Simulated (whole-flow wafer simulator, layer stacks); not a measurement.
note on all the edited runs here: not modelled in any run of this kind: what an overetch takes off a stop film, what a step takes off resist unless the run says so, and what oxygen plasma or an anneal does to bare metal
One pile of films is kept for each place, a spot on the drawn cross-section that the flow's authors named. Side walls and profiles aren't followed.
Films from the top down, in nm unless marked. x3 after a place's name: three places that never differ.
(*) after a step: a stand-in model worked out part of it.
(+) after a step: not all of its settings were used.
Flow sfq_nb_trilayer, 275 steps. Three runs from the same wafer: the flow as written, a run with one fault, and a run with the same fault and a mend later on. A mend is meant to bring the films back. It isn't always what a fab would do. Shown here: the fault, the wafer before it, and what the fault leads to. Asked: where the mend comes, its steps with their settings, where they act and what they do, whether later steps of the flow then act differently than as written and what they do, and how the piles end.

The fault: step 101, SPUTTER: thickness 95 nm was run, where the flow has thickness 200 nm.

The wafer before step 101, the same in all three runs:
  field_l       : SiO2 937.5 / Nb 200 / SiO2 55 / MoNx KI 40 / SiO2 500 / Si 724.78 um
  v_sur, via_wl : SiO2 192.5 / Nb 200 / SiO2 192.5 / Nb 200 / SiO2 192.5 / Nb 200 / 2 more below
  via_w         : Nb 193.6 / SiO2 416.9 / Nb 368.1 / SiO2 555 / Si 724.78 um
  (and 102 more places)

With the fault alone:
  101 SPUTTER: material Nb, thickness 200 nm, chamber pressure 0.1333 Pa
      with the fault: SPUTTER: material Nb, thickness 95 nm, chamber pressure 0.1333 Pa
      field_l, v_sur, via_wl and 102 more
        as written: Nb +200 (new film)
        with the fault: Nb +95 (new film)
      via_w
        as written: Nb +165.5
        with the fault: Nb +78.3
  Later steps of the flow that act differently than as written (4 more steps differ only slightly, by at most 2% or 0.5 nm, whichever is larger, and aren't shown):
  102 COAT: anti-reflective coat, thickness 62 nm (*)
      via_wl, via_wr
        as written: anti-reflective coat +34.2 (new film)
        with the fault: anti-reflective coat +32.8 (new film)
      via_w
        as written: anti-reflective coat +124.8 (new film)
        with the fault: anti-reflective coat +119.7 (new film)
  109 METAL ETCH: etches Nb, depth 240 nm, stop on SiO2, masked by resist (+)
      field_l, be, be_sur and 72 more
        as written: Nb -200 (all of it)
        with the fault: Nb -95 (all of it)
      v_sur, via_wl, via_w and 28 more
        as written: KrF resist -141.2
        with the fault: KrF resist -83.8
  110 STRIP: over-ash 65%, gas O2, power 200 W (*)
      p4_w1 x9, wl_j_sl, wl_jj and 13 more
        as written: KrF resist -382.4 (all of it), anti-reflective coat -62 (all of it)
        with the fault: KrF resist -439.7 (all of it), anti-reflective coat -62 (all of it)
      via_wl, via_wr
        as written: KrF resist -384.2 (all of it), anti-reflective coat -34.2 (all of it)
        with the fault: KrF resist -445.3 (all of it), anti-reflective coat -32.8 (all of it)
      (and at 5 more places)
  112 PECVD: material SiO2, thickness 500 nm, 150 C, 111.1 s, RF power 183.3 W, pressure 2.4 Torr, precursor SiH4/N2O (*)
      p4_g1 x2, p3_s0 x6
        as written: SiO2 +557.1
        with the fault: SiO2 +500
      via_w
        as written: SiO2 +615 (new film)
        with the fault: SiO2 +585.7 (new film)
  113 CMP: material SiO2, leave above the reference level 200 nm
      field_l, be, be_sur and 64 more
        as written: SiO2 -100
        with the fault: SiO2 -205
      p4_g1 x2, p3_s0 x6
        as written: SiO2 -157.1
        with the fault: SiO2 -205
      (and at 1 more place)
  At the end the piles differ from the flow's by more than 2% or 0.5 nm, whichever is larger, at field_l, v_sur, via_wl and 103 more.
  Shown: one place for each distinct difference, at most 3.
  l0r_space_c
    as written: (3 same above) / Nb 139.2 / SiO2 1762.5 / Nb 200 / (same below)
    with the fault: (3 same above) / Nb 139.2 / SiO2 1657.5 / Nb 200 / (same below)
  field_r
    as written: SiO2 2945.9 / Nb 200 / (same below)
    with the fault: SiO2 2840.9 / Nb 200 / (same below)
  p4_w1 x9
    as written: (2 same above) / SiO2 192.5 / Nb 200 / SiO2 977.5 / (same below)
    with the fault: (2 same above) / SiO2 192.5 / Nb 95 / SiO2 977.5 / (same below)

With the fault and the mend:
  The mend comes after step 107.
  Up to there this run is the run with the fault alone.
  107a STRIP: over-ash 65%, gas O2, power 200 W (*)
      p4_fl x3, p4_g1 x2, p3_s0 x6 and 42 more
        anti-reflective coat -62 (all of it)
      p4_w1 x9, wl_j_sl, wl_jj and 13 more
        KrF resist -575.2 (all of it), anti-reflective coat -62 (all of it)
      r_sur, res, r_end and 9 more
        anti-reflective coat -61.8 (all of it)
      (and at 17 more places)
  107b SPUTTER: material Nb, thickness 105 nm, chamber pressure 0.1333 Pa (the flow's step 101 once more, with other settings)
      field_l, v_sur, via_wl and 102 more
        Nb +105
      via_w
        Nb +86
  107c COAT: anti-reflective coat, thickness 62 nm (*) (the flow's step 102 once more)
      p4_fl x3, p4_w1 x9, p4_g1 x2 and 63 more
        anti-reflective coat +62 (new film)
      r_sur, res, r_end and 9 more
        anti-reflective coat +61.8 (new film)
      jj_sur, ce_l, c5j, ce_r, sp_r, be_r
        anti-reflective coat +61.7 (new film)
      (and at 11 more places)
  107d COAT: KrF resist, thickness 600 nm (*) (the flow's step 103 once more)
      p4_fl x3, p4_w1 x9, p4_g1 x2 and 63 more
        KrF resist +600 (new film)
      r_end, moat, field_r, lsp_l, l0_sur
        KrF resist +599.4 (new film)
      be_r, r_sur, res, l0v
        KrF resist +599.3 (new film)
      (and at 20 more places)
  107e SOFTBAKE: KrF resist (the flow's step 104 once more)
      changes no film at any place that is followed
  107f EXPOSE: photomask M3, dose 12.11 mJ/cm2, NA 0.6, wavelength 248 nm (*) (the flow's step 105 once more)
      changes no film at any place that is followed
  107g PEB: KrF resist, 90 s (the flow's step 106 once more)
      wire, be, be_sur and 96 more
        KrF resist -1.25
      field_l, via_v
        KrF resist -1.24
      via_wl, via_wr
        KrF resist -1.26
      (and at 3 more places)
  107h DEVELOP: KrF resist, thickness 600 nm, 60 s (the flow's step 107 once more)
      p4_fl x3, p4_g1 x2, p3_s0 x6 and 42 more
        KrF resist -598.7 (all of it)
      v_sur, via_wl, via_w and 28 more
        KrF resist -23.5
      moat, field_r, lsp_l, ln_m5, lsp_m, ln_m6, lsp_r, l0_sur
        KrF resist -598.2 (all of it)
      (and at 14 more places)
  No later step of the flow acts differently than as written, at any place that is followed, by more than 2% or 0.5 nm, whichever is larger.
  At the end the piles differ from the flow's only slightly at the places that both follow, by at most 2% or 0.5 nm, whichever is larger.
